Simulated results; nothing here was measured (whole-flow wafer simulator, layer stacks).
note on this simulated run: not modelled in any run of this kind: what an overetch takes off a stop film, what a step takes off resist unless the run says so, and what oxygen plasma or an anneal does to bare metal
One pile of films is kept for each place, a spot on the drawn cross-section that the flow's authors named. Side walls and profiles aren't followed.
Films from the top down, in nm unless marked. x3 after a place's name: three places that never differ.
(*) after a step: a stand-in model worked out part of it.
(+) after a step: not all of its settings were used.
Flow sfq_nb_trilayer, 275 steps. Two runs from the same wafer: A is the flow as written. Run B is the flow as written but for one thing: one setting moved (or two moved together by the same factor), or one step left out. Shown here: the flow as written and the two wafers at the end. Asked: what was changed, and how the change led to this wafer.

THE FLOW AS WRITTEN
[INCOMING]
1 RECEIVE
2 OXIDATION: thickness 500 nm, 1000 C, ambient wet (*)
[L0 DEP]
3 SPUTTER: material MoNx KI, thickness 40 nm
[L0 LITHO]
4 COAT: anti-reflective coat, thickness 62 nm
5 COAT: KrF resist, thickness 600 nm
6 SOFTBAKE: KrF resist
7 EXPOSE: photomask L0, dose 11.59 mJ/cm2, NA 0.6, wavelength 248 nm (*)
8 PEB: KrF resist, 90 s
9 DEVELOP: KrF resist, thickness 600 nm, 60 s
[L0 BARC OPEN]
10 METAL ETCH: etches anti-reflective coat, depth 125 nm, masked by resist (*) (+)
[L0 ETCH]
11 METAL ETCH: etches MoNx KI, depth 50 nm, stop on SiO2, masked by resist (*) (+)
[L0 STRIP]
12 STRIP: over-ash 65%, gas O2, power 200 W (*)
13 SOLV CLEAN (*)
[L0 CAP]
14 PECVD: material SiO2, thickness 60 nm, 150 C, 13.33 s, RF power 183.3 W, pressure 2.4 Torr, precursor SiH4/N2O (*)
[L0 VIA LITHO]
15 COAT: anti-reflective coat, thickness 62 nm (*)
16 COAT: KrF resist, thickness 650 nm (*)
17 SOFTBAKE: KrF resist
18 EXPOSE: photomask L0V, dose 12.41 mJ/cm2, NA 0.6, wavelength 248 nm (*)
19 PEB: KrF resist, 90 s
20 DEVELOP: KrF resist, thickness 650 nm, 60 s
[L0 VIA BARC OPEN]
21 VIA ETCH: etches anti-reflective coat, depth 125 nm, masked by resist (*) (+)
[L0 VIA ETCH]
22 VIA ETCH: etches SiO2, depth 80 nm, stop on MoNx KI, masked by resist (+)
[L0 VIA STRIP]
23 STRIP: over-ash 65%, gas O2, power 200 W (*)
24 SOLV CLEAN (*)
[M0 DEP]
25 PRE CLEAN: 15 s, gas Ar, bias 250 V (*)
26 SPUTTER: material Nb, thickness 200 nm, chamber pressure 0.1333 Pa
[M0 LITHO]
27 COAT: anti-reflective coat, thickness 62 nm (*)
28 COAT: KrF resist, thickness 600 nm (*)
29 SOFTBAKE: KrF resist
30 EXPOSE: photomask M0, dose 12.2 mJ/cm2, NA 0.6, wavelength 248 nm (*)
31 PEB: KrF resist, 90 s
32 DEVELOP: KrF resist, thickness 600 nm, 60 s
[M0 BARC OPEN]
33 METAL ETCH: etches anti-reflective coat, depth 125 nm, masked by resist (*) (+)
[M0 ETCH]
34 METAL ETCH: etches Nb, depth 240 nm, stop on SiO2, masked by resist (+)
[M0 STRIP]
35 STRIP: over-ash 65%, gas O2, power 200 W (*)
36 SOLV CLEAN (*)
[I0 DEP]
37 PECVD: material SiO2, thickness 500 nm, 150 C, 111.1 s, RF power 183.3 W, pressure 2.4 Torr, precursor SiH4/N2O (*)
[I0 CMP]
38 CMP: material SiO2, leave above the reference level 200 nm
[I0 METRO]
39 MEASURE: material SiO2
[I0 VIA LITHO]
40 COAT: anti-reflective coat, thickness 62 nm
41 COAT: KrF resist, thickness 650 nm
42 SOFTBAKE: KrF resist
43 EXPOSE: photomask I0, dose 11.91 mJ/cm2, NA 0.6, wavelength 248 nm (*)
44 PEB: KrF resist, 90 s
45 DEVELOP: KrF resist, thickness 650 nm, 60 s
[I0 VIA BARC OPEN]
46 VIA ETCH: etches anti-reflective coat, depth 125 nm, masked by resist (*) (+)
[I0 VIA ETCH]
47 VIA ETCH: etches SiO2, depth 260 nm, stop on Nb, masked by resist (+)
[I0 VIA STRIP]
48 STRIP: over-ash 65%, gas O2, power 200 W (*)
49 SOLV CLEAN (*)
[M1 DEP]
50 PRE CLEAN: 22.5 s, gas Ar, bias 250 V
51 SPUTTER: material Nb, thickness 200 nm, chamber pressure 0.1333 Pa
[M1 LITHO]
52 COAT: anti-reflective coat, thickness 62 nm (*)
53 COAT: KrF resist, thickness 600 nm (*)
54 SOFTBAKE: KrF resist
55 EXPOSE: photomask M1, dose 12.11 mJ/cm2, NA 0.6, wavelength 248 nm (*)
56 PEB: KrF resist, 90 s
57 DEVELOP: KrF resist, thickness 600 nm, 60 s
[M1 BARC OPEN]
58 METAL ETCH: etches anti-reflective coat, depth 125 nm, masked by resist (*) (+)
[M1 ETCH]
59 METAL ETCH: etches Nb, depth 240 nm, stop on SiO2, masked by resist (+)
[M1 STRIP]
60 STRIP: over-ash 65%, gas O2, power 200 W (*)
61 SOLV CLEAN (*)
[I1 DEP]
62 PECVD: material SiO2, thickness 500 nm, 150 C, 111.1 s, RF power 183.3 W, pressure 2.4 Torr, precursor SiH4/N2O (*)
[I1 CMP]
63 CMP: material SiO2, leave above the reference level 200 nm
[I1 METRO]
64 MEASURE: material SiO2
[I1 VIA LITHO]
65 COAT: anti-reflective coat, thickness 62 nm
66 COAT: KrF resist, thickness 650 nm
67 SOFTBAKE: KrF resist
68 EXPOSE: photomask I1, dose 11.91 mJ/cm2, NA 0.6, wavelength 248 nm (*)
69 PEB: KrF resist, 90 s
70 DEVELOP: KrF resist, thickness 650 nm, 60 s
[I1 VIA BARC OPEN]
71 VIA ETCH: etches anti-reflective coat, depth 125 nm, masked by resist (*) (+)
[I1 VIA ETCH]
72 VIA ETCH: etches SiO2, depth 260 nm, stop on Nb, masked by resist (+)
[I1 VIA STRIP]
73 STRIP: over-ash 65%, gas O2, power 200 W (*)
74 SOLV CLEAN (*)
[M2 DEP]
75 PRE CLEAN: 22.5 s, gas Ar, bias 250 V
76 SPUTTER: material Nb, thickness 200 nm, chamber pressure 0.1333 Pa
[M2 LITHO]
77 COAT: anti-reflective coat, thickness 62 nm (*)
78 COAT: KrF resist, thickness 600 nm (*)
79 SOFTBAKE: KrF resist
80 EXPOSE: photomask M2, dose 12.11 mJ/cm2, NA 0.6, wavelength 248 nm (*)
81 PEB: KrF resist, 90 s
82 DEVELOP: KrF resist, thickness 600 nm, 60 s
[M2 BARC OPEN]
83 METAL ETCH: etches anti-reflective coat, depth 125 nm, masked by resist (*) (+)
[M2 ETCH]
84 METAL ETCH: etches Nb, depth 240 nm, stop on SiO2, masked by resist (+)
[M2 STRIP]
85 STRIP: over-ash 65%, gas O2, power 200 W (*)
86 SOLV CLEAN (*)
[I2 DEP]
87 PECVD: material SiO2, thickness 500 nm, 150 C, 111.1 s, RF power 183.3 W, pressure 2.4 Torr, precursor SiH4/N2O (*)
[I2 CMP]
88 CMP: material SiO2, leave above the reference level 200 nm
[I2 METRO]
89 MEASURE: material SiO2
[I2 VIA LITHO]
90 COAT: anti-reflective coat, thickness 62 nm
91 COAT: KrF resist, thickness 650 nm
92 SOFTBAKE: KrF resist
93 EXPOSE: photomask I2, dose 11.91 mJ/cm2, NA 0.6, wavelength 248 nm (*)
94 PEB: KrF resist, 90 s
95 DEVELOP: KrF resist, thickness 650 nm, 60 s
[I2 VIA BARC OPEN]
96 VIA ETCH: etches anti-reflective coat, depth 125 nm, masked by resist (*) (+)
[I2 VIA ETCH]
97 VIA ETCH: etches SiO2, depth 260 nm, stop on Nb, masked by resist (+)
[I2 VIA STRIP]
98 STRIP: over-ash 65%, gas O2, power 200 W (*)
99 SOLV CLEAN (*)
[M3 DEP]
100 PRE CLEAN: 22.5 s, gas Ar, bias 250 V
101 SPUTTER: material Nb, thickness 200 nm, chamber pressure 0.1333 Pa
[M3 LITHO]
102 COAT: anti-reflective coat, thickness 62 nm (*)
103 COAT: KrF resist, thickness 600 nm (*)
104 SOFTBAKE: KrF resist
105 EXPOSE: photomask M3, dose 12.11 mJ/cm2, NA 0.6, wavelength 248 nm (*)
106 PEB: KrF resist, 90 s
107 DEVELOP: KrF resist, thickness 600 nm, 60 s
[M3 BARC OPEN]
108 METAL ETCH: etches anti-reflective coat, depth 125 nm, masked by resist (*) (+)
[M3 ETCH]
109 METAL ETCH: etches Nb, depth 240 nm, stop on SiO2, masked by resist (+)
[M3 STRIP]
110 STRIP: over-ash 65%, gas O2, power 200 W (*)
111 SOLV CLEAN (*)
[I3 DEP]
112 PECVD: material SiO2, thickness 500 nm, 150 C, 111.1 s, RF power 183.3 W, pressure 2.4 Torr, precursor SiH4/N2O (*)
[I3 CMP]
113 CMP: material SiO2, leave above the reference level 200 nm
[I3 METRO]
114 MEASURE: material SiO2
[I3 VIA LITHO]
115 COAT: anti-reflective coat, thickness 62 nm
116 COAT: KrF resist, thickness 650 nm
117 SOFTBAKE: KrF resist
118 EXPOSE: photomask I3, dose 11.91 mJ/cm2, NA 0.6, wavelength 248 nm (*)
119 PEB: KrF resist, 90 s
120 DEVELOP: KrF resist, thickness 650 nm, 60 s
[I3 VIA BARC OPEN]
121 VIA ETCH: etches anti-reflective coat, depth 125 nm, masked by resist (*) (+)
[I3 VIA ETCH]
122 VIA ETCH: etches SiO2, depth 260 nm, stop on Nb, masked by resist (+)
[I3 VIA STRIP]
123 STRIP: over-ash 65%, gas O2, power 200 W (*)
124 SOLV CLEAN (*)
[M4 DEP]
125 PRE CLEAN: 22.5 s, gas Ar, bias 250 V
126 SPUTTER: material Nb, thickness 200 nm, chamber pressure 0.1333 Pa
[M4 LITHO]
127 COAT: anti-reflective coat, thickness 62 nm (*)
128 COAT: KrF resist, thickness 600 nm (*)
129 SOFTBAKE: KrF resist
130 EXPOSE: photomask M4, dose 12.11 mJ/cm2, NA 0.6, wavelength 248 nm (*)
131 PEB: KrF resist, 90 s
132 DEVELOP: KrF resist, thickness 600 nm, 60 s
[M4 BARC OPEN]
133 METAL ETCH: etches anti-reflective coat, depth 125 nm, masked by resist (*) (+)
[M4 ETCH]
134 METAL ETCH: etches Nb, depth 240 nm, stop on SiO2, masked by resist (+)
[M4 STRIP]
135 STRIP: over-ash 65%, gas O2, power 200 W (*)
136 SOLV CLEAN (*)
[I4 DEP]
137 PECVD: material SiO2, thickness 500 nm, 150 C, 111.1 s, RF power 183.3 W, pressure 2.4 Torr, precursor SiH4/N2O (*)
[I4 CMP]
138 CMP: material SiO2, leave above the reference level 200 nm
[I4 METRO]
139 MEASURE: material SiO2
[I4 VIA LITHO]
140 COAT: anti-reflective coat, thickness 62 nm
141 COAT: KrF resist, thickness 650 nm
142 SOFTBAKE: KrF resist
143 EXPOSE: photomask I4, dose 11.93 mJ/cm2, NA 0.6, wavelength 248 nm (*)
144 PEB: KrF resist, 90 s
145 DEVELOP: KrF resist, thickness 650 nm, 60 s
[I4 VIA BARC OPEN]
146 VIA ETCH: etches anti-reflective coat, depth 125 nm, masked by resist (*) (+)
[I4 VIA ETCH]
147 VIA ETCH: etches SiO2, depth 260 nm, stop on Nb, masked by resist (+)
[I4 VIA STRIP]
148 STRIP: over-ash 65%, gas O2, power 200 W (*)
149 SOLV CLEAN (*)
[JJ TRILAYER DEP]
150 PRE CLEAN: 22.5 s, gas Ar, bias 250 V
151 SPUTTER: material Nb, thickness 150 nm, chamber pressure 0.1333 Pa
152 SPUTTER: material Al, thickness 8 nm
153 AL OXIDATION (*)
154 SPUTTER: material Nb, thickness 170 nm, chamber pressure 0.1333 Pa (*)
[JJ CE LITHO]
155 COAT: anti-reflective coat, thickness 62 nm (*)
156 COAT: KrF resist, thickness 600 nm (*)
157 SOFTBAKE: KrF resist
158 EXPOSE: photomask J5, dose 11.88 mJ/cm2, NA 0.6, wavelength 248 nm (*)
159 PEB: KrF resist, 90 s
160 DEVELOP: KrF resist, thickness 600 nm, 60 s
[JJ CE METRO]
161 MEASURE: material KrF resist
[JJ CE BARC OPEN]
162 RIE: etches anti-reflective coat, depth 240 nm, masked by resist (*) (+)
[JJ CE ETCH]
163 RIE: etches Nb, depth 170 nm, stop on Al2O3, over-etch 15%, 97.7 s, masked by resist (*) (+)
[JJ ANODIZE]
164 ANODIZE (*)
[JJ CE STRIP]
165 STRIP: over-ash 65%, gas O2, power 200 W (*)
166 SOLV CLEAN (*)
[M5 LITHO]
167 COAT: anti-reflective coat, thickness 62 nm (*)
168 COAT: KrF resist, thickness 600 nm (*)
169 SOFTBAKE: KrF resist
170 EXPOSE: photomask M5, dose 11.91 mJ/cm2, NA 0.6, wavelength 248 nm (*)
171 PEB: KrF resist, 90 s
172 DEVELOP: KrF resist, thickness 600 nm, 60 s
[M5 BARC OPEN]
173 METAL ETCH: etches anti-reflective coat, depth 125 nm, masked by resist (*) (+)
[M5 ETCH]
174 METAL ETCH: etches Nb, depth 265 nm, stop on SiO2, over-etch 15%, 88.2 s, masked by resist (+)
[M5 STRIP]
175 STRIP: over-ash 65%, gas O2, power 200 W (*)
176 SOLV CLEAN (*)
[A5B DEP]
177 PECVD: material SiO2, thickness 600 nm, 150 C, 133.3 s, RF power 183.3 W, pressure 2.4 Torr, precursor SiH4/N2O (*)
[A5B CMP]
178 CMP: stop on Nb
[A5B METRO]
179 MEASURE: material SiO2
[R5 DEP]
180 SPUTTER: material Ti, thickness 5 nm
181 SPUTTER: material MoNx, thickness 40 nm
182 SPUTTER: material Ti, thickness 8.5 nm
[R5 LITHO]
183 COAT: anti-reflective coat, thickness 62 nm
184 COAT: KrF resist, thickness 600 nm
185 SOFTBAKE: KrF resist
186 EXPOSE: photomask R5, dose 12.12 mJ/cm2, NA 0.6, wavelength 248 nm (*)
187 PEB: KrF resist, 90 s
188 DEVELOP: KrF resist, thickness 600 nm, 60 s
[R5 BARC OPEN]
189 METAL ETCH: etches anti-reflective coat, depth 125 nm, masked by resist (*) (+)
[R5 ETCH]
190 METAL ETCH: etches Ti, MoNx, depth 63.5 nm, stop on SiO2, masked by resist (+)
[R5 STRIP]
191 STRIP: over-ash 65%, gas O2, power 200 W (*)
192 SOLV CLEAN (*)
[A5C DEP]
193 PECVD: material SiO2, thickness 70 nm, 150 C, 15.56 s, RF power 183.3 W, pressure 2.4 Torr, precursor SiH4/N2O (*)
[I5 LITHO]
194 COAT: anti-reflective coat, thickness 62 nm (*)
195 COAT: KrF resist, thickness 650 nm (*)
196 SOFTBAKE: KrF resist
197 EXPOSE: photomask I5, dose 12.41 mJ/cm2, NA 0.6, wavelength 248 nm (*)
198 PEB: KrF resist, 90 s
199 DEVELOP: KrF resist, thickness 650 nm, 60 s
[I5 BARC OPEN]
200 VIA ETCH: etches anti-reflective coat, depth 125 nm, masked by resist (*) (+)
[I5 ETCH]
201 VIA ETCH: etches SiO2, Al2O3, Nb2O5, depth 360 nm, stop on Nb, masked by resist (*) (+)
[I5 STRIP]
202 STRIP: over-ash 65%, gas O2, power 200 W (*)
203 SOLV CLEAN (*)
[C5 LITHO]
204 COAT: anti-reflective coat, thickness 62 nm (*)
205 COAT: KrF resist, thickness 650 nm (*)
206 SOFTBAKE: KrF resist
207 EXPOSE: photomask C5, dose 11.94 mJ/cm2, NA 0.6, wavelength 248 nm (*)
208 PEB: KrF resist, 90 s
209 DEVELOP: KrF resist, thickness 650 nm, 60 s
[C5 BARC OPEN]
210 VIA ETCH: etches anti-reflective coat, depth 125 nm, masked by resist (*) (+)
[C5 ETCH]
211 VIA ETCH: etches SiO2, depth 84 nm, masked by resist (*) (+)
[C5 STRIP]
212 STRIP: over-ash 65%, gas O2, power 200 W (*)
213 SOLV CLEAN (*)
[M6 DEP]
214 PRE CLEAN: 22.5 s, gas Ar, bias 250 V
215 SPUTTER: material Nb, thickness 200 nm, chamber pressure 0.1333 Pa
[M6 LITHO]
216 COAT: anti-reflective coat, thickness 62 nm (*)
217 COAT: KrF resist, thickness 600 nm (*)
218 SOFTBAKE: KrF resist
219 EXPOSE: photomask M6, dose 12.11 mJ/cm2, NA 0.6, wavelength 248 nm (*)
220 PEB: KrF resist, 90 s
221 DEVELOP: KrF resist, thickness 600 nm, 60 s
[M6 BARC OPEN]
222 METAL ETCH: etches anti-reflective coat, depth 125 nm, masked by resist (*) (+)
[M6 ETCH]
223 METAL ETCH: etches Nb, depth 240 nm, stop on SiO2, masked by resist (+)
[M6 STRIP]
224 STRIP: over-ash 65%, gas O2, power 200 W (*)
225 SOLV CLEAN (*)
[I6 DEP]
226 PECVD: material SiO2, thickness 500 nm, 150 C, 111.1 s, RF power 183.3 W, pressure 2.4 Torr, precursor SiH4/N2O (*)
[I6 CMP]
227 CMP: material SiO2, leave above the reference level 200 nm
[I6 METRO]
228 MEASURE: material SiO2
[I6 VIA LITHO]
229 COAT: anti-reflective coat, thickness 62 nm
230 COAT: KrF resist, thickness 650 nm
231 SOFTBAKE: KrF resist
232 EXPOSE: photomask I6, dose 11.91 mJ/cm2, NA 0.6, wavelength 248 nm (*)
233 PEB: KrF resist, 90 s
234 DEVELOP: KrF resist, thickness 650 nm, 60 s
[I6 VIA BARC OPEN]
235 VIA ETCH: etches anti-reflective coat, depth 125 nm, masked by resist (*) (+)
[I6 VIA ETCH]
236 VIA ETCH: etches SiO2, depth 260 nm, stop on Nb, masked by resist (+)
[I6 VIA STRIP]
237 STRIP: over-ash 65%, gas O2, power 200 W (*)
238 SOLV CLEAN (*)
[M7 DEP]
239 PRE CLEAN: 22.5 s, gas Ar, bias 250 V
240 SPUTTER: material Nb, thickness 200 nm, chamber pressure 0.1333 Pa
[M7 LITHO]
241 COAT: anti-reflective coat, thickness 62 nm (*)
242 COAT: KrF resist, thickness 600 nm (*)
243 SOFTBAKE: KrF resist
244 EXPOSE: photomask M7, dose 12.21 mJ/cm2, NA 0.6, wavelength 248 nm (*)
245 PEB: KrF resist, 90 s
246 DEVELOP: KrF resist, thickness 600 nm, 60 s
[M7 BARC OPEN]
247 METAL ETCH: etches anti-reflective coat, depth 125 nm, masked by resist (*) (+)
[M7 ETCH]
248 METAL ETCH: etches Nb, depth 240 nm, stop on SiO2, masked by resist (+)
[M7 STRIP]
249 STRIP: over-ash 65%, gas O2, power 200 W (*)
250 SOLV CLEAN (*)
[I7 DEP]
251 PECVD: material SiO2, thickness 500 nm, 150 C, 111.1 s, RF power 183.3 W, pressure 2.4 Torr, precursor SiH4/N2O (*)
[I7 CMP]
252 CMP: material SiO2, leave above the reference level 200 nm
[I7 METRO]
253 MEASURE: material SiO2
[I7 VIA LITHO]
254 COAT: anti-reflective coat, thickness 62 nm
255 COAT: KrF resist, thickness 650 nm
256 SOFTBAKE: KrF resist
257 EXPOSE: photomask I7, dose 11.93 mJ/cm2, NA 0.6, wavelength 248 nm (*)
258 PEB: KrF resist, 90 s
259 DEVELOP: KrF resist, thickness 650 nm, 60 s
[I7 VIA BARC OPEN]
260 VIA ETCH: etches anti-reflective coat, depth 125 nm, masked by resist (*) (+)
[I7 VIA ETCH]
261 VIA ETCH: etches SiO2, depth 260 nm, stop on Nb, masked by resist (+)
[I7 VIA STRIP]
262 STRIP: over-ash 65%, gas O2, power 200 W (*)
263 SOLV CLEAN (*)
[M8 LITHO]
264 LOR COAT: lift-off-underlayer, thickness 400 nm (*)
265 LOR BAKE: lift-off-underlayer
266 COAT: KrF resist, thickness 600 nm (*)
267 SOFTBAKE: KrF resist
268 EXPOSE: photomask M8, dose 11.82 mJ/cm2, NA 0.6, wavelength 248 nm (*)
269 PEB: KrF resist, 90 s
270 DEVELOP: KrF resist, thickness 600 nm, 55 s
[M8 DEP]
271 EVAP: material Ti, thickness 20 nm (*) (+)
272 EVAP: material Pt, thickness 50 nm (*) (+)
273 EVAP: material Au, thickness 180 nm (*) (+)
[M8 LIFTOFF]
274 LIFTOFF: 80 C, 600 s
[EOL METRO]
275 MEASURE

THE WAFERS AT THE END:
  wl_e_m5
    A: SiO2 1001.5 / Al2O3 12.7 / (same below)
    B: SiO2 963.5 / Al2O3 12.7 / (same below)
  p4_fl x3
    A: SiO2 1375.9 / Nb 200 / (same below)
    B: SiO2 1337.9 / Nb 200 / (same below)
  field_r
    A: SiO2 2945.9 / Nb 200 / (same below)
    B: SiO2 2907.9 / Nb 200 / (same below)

The cause: step 227, CMP: leave above the reference level 162 nm was run, where the flow has leave above the reference level 200 nm.

How the change led to this, step by step:
  227 CMP: material SiO2, leave above the reference level 200 nm
      field_l, p4_fl x3, p4_w1 x3 and 55 more: A SiO2 -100 | B SiO2 -138
      v_sur, via_wl, via_w and 15 more: A SiO2 -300 | B SiO2 -338
      (and at 26 more places)
  236 VIA ETCH: etches SiO2, depth 260 nm, stop on Nb, masked by resist (+)
      field_l, v_sur, via_wl and 102 more: A KrF resist -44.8 | B KrF resist -41.9
      via_v: A SiO2 -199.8 (all of it) | B SiO2 -161.8 (all of it)
  240 SPUTTER: material Nb, thickness 200 nm, chamber pressure 0.1333 Pa
      via_v: A Nb +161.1 | B Nb +170.3
  241 COAT: anti-reflective coat, thickness 62 nm (*)
      via_v: A anti-reflective coat +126 (new film) | B anti-reflective coat +115.8 (new film)
  242 COAT: KrF resist, thickness 600 nm (*)
      via_v: A KrF resist +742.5 (new film) | B KrF resist +711.5 (new film)
  249 STRIP: over-ash 65%, gas O2, power 200 W (*)
      via_v: A KrF resist -524.5 (all of it), anti-reflective coat -126 (all of it) | B KrF resist -493.6 (all of it), anti-reflective coat -115.8 (all of it)
  251 PECVD: material SiO2, thickness 500 nm, 150 C, 111.1 s, RF power 183.3 W, pressure 2.4 Torr, precursor SiH4/N2O (*)
      via_v: A SiO2 +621 (new film) | B SiO2 +547.7 (new film)
  252 CMP: material SiO2, leave above the reference level 200 nm
      via_v: A SiO2 -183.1 | B SiO2 -157.1
